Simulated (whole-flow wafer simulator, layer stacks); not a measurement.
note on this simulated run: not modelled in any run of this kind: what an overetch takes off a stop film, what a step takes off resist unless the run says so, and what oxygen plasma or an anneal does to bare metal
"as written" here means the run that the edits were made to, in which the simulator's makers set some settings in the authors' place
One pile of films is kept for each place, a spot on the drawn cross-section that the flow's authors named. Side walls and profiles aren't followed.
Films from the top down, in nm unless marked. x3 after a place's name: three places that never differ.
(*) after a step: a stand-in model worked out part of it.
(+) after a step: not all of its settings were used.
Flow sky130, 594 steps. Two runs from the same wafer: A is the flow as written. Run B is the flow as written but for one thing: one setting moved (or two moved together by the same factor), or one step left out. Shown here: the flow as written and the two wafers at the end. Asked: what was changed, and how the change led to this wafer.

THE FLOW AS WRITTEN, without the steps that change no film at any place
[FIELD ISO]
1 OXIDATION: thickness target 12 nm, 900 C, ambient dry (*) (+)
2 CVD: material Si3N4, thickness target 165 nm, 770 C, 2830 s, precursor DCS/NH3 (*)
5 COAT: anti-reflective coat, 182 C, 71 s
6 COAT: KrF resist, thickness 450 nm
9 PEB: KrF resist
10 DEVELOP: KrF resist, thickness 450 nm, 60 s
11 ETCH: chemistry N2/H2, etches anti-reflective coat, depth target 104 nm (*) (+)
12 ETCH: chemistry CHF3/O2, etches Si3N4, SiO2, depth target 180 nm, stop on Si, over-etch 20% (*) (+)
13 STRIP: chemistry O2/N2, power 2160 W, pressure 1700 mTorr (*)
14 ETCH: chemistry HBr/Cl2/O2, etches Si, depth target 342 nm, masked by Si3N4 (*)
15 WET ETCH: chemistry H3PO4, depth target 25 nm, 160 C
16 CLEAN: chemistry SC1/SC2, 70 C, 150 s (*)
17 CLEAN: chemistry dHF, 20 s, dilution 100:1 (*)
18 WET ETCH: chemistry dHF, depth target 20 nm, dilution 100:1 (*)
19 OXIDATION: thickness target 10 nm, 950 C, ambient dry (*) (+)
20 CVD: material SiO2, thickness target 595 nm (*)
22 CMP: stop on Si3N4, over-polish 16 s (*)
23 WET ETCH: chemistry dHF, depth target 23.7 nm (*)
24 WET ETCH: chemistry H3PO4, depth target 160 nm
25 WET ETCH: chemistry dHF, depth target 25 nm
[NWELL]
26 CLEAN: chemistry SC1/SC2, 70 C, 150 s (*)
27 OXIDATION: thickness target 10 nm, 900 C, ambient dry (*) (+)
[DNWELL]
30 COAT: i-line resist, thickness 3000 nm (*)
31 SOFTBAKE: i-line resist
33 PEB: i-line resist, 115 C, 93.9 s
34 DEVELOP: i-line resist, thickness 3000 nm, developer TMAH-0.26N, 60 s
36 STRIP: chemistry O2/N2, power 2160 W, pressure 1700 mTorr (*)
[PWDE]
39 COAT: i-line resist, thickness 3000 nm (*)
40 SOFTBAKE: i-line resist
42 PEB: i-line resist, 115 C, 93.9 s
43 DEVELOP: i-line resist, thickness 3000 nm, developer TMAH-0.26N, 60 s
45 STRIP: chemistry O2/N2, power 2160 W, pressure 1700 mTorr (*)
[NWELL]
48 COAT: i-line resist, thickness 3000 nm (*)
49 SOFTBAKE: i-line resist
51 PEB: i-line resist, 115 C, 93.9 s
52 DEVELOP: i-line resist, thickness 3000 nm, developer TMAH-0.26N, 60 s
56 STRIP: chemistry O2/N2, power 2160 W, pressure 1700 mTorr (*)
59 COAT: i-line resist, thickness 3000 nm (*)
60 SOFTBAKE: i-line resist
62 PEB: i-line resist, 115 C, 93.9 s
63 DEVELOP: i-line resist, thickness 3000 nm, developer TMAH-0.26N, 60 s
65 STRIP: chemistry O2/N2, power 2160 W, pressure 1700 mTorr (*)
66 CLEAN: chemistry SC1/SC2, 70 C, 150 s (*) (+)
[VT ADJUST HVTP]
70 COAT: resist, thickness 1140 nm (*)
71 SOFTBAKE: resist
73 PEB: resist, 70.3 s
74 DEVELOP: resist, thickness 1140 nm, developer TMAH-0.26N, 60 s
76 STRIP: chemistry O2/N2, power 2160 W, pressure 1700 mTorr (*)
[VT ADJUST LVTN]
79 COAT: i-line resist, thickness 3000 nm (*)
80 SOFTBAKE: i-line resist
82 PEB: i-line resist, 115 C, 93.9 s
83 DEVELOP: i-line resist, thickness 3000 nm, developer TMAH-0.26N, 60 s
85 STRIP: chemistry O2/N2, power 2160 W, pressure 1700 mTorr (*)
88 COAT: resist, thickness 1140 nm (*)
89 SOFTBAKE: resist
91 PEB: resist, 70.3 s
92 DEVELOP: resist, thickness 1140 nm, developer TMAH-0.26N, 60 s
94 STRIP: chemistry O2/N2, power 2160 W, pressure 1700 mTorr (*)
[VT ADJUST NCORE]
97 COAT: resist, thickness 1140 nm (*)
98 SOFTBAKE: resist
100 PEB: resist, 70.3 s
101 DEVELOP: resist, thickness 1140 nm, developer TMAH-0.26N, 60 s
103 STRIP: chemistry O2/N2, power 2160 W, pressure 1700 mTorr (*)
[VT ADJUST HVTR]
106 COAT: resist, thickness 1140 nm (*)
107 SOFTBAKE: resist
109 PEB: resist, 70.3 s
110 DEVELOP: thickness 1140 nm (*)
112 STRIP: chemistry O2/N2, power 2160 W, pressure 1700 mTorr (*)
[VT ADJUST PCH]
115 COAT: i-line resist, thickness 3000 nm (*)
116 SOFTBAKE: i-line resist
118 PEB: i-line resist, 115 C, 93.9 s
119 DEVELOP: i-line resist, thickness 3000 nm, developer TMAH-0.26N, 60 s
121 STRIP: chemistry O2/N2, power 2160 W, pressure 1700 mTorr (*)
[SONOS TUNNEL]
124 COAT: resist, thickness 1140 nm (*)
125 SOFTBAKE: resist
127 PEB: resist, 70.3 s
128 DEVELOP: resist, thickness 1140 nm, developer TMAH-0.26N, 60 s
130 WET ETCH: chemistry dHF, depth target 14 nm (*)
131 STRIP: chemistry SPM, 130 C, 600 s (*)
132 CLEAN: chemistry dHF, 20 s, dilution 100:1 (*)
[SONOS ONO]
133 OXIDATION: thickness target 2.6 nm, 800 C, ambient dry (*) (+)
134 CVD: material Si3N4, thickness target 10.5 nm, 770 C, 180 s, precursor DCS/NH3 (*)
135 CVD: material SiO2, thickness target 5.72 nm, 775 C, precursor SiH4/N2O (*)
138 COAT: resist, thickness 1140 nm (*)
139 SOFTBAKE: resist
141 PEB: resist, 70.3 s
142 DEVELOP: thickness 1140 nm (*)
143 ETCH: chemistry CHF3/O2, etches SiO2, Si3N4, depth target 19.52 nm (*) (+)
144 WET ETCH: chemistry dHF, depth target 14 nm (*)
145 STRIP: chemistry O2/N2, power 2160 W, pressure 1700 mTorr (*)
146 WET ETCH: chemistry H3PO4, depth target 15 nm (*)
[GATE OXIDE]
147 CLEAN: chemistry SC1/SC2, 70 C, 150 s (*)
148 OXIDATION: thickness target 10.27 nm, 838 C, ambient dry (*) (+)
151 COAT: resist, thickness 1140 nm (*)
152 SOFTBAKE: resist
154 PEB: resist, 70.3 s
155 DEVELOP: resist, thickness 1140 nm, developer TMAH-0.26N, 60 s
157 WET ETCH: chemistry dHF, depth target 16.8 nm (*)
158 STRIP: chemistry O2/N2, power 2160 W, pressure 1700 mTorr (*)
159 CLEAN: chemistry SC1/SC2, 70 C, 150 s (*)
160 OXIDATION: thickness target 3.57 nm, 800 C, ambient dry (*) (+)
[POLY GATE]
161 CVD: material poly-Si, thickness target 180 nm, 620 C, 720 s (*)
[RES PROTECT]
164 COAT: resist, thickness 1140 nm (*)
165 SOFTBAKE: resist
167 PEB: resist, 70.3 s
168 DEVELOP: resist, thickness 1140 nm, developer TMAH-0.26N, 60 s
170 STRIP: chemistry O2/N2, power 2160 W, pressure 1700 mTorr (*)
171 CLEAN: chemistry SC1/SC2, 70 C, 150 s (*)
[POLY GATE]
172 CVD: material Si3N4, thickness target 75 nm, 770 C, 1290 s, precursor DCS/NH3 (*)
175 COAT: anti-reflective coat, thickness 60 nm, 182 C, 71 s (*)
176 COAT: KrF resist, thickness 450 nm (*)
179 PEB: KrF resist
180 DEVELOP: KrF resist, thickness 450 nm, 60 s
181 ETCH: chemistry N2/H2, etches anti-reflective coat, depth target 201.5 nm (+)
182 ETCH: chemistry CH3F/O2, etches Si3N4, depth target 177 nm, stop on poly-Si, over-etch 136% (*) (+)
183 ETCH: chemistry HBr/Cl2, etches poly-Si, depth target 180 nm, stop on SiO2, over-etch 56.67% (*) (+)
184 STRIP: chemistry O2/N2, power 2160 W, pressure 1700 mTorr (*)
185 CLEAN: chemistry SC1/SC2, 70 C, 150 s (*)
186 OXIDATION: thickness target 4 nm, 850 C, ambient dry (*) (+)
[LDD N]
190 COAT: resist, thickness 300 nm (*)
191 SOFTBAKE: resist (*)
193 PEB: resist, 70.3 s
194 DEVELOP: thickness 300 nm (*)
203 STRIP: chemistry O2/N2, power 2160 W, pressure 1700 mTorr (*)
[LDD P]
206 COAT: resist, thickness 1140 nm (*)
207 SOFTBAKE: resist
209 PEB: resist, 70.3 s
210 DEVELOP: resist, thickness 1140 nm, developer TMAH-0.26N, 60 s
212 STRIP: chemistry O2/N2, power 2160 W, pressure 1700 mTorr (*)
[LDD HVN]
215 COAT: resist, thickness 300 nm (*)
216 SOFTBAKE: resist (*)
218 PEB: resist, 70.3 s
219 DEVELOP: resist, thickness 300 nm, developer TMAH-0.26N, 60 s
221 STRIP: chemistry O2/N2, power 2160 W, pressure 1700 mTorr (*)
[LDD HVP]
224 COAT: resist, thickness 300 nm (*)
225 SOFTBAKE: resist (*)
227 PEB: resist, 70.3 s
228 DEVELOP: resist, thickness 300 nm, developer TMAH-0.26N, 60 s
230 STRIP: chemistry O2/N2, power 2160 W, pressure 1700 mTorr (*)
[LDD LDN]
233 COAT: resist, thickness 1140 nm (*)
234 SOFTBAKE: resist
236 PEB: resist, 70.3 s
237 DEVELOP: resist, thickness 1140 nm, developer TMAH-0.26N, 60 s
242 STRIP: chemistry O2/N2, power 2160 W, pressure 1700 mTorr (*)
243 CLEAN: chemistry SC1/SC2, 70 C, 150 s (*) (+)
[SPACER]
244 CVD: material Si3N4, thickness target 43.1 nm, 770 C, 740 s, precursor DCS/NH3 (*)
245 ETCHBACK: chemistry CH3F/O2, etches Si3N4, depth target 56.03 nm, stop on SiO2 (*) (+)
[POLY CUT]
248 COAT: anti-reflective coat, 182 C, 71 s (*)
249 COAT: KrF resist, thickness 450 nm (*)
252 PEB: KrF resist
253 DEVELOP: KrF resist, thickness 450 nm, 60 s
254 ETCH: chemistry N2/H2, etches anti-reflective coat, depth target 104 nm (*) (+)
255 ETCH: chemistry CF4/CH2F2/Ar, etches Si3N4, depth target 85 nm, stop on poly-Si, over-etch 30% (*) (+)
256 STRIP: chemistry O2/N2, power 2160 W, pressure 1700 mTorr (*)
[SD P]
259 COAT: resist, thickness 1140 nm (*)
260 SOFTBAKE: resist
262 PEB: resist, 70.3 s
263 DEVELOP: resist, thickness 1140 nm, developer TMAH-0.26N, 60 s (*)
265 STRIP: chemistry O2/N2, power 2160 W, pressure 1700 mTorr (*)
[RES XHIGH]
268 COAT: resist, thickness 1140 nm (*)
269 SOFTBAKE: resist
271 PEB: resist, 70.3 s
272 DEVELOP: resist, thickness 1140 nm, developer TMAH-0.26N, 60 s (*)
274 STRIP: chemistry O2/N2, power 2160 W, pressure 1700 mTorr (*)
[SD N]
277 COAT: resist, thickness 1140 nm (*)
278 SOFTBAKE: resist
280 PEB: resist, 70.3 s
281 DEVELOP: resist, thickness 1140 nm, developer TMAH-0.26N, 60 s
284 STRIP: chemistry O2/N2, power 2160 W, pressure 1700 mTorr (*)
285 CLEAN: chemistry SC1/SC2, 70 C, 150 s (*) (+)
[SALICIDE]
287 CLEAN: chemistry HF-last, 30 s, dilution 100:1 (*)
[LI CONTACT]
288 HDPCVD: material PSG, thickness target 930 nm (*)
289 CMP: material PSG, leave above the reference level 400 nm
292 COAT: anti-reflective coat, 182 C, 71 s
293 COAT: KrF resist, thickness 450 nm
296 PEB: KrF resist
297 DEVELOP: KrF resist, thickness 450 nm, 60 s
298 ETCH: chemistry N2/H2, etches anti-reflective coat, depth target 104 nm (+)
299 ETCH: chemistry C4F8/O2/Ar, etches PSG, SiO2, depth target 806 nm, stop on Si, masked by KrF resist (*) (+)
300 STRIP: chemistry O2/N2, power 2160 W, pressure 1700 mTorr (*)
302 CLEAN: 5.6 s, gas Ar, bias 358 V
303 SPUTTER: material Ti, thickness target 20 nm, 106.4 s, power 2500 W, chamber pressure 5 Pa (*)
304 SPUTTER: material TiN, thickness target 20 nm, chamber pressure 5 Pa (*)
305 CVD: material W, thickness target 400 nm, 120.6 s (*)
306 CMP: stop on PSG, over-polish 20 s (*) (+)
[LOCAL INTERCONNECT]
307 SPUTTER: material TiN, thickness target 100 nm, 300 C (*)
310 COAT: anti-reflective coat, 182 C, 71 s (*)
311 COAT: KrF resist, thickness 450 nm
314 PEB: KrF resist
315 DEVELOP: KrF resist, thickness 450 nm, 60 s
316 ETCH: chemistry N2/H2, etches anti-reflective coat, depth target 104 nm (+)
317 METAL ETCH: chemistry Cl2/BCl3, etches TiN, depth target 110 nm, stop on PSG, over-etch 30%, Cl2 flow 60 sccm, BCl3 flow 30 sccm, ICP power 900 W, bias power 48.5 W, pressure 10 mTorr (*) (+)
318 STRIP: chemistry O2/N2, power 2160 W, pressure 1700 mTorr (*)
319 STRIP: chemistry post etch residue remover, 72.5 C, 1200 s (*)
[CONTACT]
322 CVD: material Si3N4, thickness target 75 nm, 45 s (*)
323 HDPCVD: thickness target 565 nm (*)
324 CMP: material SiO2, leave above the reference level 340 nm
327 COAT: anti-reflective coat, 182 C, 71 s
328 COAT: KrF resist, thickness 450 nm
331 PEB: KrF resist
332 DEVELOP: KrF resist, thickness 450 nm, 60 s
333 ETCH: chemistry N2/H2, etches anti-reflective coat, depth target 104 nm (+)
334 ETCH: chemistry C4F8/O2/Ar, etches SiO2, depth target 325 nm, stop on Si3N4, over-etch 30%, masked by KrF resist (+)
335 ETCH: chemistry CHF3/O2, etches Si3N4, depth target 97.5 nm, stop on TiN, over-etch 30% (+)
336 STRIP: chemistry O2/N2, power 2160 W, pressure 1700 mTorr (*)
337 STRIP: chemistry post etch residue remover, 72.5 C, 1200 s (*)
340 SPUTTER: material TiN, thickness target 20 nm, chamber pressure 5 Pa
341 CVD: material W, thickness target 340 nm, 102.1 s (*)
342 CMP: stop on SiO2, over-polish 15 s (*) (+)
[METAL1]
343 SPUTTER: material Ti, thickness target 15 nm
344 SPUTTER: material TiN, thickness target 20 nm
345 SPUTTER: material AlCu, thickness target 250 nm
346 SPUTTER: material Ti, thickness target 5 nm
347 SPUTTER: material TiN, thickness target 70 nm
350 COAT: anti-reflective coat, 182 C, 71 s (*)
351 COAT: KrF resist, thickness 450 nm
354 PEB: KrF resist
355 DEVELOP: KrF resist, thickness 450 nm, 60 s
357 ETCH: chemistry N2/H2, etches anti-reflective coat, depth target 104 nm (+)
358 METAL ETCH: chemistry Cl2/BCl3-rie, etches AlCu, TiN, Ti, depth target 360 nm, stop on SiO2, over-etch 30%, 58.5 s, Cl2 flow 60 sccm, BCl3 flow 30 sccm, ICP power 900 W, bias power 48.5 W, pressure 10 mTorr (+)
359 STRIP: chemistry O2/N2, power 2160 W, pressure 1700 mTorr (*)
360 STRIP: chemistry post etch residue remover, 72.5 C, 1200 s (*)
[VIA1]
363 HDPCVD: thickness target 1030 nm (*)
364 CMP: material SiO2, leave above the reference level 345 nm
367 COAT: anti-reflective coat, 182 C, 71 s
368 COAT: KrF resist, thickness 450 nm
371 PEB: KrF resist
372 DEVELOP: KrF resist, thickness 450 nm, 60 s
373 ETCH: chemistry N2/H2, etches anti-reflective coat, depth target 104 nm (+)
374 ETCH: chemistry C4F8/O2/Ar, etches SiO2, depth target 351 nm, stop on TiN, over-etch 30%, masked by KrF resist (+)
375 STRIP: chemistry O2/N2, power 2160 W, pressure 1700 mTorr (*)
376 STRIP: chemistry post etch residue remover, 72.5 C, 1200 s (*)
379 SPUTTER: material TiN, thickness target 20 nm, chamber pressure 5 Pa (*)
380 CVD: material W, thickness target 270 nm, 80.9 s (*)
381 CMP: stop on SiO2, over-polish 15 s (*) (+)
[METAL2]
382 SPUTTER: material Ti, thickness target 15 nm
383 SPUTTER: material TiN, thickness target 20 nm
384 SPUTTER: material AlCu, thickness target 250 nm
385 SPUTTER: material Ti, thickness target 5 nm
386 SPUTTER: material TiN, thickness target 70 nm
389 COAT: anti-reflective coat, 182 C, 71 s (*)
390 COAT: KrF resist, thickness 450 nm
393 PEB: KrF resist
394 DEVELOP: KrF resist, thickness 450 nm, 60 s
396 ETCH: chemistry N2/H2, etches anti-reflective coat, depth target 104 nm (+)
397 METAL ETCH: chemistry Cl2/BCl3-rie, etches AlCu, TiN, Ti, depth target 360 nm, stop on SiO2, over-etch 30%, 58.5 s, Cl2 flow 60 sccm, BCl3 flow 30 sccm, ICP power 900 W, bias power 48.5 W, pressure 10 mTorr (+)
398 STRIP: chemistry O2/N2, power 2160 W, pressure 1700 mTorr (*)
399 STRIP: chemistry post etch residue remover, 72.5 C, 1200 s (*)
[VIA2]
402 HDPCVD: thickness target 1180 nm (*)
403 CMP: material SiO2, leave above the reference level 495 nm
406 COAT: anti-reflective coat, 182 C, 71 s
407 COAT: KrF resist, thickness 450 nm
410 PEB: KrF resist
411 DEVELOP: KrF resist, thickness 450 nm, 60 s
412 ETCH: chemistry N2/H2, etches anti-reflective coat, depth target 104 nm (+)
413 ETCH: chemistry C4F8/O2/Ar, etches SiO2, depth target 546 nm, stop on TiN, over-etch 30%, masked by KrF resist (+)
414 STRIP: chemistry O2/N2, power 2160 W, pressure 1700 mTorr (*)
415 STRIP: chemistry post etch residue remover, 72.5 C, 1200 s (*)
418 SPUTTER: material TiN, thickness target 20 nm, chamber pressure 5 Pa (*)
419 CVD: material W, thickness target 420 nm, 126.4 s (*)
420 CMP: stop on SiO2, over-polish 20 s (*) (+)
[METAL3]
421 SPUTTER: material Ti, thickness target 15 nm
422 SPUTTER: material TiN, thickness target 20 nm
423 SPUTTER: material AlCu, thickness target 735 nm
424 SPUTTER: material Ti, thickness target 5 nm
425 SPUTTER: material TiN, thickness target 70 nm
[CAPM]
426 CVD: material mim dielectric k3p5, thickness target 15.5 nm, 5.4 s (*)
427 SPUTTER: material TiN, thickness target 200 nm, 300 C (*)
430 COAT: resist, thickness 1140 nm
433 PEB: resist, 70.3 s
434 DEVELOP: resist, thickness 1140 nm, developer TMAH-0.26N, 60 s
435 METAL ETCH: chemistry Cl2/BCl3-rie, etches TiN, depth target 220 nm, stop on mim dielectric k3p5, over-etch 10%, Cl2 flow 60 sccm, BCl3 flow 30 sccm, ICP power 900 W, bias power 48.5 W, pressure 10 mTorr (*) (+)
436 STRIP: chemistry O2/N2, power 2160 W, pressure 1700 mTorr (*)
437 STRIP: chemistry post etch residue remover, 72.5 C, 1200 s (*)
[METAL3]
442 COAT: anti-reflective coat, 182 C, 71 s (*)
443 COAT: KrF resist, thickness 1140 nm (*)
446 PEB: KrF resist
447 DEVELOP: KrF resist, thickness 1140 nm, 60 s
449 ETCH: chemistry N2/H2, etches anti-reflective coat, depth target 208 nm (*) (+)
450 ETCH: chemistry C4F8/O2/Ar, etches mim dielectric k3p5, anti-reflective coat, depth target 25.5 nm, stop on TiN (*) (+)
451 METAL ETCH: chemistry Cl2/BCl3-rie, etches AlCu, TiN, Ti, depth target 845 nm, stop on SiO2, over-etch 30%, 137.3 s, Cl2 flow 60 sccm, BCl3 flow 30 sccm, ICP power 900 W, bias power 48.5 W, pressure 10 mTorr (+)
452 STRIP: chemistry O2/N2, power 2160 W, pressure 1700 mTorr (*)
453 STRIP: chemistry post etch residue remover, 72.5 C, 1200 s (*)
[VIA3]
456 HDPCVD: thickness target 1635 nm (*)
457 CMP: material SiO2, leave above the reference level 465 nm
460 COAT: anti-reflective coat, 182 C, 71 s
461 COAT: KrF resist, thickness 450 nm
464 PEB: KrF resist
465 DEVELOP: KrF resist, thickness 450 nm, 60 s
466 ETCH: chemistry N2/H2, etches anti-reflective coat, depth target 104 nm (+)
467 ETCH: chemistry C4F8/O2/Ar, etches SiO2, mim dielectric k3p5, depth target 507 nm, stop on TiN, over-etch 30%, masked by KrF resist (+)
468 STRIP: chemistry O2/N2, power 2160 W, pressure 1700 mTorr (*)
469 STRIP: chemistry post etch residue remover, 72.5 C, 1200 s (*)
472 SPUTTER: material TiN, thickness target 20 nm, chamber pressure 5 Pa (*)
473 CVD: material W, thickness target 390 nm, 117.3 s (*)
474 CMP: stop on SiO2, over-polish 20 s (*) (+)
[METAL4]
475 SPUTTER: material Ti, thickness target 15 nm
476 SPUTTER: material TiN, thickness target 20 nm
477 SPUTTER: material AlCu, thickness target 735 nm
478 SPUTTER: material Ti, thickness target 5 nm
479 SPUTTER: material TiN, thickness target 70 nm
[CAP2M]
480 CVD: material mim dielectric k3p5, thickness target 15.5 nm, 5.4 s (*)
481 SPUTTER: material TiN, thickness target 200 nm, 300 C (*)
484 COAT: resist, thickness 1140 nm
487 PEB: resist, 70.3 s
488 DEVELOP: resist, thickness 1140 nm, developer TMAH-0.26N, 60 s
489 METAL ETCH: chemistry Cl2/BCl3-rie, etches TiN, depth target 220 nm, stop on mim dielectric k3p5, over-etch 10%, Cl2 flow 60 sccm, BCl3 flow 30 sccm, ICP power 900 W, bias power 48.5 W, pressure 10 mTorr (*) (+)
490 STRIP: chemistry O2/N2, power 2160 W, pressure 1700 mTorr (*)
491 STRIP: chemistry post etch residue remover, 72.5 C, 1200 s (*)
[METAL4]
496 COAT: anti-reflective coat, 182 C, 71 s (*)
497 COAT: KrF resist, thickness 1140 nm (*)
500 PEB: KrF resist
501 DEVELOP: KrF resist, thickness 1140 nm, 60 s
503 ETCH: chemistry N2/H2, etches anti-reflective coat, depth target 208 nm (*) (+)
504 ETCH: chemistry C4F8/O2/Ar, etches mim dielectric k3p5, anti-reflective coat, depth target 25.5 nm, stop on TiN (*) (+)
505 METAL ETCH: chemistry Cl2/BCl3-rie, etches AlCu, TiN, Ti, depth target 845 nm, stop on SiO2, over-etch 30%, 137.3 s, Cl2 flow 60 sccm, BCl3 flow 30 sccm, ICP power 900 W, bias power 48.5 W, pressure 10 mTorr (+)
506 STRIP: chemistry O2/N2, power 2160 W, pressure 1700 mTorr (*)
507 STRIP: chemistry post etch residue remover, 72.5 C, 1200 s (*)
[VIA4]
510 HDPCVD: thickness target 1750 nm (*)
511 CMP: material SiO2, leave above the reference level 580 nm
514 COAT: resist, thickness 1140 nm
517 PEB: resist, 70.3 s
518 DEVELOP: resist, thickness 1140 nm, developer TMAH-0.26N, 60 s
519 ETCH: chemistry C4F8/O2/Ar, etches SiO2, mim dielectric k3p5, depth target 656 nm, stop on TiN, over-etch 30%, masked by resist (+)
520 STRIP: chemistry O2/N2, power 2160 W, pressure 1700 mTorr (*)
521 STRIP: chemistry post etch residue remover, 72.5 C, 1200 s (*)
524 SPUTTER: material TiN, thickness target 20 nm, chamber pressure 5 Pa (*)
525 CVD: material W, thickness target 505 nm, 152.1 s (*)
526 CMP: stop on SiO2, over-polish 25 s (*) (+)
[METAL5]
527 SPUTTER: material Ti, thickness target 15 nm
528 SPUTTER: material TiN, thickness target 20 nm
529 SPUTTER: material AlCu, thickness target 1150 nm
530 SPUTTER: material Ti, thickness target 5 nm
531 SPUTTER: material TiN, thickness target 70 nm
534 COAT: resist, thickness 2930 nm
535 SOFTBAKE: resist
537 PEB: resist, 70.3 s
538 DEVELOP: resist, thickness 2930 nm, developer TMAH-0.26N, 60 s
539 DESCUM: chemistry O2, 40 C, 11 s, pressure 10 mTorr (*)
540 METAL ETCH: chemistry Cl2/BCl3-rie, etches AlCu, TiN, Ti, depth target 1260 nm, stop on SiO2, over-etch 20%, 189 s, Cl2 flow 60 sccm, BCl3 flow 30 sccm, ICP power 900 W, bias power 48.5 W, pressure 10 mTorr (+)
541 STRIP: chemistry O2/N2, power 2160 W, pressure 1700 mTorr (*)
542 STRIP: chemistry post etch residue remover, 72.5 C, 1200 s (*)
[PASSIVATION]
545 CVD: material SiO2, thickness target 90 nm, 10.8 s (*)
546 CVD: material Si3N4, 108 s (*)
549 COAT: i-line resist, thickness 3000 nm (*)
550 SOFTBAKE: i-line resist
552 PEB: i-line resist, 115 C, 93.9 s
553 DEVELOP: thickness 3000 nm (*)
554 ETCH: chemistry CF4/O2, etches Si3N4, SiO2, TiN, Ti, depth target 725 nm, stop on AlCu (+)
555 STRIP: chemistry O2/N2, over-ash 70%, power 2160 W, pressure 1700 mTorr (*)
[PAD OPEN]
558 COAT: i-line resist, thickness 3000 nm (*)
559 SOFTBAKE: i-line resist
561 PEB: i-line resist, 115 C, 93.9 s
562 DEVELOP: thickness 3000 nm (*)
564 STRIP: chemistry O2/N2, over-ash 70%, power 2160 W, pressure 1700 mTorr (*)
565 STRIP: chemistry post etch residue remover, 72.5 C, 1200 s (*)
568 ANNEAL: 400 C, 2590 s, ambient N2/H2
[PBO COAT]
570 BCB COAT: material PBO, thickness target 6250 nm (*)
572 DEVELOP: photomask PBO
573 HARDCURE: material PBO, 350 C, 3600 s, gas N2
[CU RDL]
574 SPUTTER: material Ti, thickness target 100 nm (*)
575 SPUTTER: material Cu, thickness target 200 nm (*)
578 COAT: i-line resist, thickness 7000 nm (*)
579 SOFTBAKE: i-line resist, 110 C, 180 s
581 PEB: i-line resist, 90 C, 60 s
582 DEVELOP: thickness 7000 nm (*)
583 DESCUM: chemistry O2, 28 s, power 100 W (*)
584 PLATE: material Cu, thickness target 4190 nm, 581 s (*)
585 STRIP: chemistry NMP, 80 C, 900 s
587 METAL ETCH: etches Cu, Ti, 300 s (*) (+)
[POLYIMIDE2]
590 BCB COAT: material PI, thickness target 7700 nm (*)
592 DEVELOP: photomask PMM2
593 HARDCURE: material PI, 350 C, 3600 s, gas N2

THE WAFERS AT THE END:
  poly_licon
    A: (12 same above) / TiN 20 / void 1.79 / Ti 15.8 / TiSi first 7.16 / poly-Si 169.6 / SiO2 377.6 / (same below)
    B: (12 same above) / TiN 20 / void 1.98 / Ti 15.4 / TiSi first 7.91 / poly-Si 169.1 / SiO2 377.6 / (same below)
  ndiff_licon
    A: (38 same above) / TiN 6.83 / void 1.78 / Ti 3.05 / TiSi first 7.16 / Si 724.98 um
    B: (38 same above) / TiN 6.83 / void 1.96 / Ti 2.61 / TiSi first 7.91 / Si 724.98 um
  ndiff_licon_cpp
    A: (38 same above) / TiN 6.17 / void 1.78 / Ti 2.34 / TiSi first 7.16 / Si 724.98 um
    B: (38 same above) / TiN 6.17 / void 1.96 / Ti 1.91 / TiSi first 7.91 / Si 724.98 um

The cause: step 593, HARDCURE: 376 C was run, where the flow has 350 C.

How the change led to this, step by step:
  593 HARDCURE: material PI, 350 C, 3600 s, gas N2
      poly_licon, rpo_hd_licon: A PI -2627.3, void +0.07, Ti -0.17, TiSi first +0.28, poly-Si -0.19 | B PI -2627.3, void +0.26, Ti -0.6, TiSi first +1.03, poly-Si -0.69
      ndiff_licon: A PI -2692.9, void +0.07, Ti -0.17, TiSi first +0.28, Si -0.19 | B PI -2692.9, void +0.26, Ti -0.6, TiSi first +1.03, Si -0.68
      (and at 1 more place)
